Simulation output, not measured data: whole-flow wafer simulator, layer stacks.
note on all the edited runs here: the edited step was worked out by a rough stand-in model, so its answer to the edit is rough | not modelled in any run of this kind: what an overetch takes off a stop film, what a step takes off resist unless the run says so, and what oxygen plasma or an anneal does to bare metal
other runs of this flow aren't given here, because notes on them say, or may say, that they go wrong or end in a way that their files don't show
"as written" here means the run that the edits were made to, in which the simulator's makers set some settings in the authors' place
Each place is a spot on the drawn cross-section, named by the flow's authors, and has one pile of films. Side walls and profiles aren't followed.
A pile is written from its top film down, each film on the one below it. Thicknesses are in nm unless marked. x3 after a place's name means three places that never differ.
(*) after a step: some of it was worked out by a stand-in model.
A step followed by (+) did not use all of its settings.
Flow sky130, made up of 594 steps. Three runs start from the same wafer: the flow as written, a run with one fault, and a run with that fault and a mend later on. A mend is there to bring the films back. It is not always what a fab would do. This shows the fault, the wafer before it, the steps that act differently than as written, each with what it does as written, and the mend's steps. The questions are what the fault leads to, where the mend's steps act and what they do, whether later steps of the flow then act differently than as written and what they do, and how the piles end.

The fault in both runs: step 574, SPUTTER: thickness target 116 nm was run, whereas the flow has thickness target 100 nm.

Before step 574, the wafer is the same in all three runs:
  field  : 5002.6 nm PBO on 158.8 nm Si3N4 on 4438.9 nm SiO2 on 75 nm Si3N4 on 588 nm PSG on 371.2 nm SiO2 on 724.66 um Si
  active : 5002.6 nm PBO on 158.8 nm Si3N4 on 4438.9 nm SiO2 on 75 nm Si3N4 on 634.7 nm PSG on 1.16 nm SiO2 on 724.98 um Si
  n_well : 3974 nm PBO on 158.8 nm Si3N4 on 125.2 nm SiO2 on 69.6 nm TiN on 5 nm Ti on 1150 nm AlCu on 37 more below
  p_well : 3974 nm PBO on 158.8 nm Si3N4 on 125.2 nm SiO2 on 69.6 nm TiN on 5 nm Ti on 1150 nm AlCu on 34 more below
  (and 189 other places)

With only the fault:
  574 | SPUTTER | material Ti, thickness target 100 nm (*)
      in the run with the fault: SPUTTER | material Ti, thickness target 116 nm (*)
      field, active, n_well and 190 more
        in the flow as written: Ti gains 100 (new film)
        in the run with the fault: Ti gains 116 (new film)
  Later steps of the flow acting differently than as written (7 more steps, not shown, differ only slightly: by at most 2% or 0.5 nm, whichever is larger):
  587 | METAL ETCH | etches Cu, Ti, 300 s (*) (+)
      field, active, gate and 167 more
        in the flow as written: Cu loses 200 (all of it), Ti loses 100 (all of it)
        in the run with the fault: Cu loses 200 (all of it), Ti loses 116 (all of it)
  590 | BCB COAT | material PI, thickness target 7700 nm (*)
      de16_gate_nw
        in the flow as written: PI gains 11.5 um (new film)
        in the run with the fault: PI gains 11.52 um (new film)
  The piles end different from the flow's at n_well, p_well, sd_n and 20 more by more than 2% or 0.5 nm, whichever is larger.
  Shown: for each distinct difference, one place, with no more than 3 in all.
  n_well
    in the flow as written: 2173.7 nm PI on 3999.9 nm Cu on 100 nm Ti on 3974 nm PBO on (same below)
    in the run with the fault: 2163.3 nm PI on 3999.9 nm Cu on 116 nm Ti on 3974 nm PBO on (same below)
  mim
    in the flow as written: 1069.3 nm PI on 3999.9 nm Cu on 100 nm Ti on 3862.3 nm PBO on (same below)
    in the run with the fault: 1054.4 nm PI on 3999.9 nm Cu on 116 nm Ti on 3862.3 nm PBO on (same below)
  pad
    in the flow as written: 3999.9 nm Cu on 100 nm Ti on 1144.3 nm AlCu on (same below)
    in the run with the fault: 3999.9 nm Cu on 116 nm Ti on 1144.3 nm AlCu on (same below)

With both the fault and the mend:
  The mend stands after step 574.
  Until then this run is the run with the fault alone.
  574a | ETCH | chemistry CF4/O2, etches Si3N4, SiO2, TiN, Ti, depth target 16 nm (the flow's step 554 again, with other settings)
      field, active, n_well and 190 more
        Ti loses 16
  Later steps of the flow that are run all act as written at every place that is followed, up to a difference of at most 2% or 0.5 nm, whichever is larger.
  The piles end the same as the flow's at every place that both follow.
